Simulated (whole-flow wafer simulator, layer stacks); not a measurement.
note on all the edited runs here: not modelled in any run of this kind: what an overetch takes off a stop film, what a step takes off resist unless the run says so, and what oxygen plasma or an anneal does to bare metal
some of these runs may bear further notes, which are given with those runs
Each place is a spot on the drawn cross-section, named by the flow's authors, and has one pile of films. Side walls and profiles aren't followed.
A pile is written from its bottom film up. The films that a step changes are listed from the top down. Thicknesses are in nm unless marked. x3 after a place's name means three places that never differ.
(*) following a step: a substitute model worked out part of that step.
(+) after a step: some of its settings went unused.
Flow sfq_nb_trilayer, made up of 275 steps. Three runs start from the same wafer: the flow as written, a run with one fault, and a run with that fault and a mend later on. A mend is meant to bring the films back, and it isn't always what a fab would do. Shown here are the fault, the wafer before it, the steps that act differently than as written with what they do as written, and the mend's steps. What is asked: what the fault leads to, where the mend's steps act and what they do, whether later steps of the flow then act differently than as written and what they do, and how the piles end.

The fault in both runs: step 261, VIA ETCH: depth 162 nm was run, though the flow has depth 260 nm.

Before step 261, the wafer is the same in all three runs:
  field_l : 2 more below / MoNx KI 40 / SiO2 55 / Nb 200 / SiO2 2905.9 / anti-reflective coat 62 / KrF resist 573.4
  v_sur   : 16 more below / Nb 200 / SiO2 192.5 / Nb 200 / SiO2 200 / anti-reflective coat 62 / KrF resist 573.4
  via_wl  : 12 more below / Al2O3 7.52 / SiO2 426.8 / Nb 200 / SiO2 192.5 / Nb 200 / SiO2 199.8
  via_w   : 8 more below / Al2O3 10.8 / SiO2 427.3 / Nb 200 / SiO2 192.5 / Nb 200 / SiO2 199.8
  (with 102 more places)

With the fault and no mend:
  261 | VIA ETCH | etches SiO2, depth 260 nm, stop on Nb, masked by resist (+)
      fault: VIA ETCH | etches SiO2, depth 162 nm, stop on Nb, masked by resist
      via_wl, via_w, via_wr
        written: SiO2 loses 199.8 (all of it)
        fault: SiO2 loses 162
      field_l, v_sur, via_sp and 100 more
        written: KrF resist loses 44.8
        fault: KrF resist loses 27.9
  Later steps of the flow acting differently than as written (3 more steps, not shown, differ only slightly: by at most 2% or 0.5 nm, whichever is larger):
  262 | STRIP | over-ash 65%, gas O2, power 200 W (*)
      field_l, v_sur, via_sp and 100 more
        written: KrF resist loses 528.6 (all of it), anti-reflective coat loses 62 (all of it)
        fault: KrF resist loses 545.5 (all of it), anti-reflective coat loses 62 (all of it)
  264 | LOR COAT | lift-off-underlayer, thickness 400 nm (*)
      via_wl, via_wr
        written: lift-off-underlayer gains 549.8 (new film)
        fault: lift-off-underlayer gains 521.4 (new film)
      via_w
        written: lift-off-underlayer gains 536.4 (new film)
        fault: lift-off-underlayer gains 510.6 (new film)
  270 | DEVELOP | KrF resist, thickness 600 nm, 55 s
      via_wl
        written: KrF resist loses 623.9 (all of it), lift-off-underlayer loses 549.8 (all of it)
        fault: KrF resist loses 619.1 (all of it), lift-off-underlayer loses 521.4 (all of it)
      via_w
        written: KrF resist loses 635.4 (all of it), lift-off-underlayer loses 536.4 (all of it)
        fault: KrF resist loses 628.5 (all of it), lift-off-underlayer loses 510.6 (all of it)
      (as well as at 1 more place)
  The piles end different from the flow's at via_wl, via_w, via_wr by more than 2% or 0.5 nm, whichever is larger.
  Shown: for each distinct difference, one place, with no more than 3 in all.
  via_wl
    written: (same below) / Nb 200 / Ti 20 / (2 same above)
    fault: (same below) / Nb 200 / SiO2 37.8 / Ti 20 / (2 same above)

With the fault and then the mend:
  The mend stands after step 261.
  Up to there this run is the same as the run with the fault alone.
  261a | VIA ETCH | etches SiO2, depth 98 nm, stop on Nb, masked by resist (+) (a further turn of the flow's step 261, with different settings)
      field_l, v_sur, via_sp and 100 more
        KrF resist loses 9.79
      via_wl, via_w, via_wr
        SiO2 loses 37.8 (all of it)
  Every later step of the flow that is run acts as written, at every place that is followed, to within 2% or 0.5 nm, whichever is larger.
  By the end, the piles equal the flow's at every place that both follow.
